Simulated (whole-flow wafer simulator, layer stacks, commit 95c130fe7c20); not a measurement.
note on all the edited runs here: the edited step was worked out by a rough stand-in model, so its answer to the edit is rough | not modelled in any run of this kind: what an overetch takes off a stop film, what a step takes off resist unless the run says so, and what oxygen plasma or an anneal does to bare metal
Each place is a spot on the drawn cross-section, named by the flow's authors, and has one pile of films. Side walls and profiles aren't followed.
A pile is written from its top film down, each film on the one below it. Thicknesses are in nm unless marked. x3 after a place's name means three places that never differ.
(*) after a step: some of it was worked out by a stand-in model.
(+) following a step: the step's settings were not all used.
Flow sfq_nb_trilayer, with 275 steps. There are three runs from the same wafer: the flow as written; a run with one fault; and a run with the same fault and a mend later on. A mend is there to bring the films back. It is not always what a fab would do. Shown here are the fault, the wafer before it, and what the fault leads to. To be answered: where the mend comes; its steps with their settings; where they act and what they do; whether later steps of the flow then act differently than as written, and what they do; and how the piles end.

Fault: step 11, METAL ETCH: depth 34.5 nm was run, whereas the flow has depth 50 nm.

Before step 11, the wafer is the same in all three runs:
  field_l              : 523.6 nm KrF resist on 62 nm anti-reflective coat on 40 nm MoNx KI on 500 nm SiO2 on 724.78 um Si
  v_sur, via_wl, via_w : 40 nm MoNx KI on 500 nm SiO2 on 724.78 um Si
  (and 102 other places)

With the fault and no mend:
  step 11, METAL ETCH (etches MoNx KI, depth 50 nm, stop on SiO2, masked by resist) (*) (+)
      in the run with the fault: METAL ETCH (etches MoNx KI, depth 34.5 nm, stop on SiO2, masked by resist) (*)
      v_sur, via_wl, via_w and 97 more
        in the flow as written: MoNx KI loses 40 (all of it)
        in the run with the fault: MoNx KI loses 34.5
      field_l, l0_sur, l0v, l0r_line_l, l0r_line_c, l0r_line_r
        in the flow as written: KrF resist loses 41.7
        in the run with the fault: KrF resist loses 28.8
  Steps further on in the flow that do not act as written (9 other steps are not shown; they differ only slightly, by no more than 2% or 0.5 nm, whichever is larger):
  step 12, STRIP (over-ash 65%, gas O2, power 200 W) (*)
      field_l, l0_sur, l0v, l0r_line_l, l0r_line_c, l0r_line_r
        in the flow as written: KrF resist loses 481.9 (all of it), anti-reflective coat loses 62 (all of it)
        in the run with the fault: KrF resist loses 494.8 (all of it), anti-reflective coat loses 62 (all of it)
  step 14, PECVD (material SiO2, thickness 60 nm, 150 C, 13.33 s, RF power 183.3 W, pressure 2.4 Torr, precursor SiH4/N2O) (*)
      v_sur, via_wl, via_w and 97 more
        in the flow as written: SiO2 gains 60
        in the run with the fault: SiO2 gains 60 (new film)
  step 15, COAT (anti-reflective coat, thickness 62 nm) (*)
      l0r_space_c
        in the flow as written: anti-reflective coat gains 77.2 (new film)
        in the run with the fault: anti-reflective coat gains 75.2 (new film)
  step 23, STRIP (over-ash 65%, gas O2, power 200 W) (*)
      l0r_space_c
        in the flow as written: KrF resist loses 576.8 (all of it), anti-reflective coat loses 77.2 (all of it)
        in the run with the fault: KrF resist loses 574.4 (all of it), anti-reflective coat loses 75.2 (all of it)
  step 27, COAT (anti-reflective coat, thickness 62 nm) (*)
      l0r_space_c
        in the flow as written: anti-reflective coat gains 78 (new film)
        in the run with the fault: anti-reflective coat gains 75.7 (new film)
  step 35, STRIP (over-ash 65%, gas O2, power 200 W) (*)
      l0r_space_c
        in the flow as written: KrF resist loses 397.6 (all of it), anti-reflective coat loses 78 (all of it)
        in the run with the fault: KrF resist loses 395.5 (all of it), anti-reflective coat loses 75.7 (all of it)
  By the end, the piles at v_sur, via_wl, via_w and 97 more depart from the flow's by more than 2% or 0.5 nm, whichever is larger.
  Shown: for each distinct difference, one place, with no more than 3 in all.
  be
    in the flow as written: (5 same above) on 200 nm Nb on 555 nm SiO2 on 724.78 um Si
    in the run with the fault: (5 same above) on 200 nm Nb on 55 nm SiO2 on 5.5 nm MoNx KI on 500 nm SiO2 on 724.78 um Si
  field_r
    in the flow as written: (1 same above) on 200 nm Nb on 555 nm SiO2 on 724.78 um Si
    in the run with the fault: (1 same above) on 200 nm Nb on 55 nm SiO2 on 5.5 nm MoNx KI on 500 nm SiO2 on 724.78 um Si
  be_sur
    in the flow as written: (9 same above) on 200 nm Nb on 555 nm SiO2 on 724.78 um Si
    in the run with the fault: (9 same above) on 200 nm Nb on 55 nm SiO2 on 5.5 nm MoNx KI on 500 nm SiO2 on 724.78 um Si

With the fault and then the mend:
  After step 11 comes the mend.
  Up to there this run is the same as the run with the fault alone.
  step 11a, METAL ETCH (etches MoNx KI, depth 15.5 nm, stop on SiO2, masked by resist) (+) (the flow's step 11, run once more with other settings)
      v_sur, via_wl, via_w and 97 more
        MoNx KI loses 5.5 (all of it)
      field_l, l0_sur, l0v, l0r_line_l, l0r_line_c, l0r_line_r
        KrF resist loses 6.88
  None of the later steps of the flow differs from how it acts as written, at any place that is followed, by more than 2% or 0.5 nm, whichever is larger.
  By the end, the piles equal the flow's at every place that both follow.
